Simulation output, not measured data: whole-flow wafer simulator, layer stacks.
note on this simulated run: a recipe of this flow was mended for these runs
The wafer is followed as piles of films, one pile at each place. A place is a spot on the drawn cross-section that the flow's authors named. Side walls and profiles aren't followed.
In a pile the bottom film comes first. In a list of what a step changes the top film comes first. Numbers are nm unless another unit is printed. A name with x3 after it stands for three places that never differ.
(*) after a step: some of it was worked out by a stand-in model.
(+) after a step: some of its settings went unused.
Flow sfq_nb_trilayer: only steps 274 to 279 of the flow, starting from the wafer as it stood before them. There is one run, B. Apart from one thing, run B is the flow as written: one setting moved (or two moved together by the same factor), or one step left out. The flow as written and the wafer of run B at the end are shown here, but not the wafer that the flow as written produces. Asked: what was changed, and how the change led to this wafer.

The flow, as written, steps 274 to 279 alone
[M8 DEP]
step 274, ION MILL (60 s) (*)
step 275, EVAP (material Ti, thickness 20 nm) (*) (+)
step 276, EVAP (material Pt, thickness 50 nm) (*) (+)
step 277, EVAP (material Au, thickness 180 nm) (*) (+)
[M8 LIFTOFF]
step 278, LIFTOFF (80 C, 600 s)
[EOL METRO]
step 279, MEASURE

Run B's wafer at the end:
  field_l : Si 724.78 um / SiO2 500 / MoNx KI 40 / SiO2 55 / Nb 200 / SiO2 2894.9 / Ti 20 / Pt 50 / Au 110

The reason: step 277, EVAP: thickness 110 nm was run, whereas the flow has thickness 180 nm.
One can read it off the wafer: field_l has Au 110, and step 277 as written asks for 180 nm.

Step by step, how the change led to this:
  step 277, EVAP (material Au, thickness 180 nm) (*) (+)
      field_l, v_sur, via_wl and 103 more: Au gains 110 (new film) (it would be, as written: Au gains 180 (new film))
  step 278, LIFTOFF (80 C, 600 s)
      p4_fl, p4_fm, p4_w1 and 71 more: Au loses 110 (all of it), Pt loses 50 (all of it), Ti loses 20 (all of it), KrF-resist-other-grade loses 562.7 (all of it), lift-off-underlayer loses 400 (all of it) (it would be, as written: Au loses 180 (all of it), Pt loses 50 (all of it), Ti loses 20 (all of it), KrF-resist-other-grade loses 562.7 (all of it), lift-off-underlayer loses 400 (all of it))
      r_sur, res, r_end: Au loses 110 (all of it), Pt loses 50 (all of it), Ti loses 20 (all of it), KrF-resist-other-grade loses 559.9 (all of it), lift-off-underlayer loses 399.5 (all of it) (it would be, as written: Au loses 180 (all of it), Pt loses 50 (all of it), Ti loses 20 (all of it), KrF-resist-other-grade loses 559.9 (all of it), lift-off-underlayer loses 399.5 (all of it))
      (as well as at 18 more places)
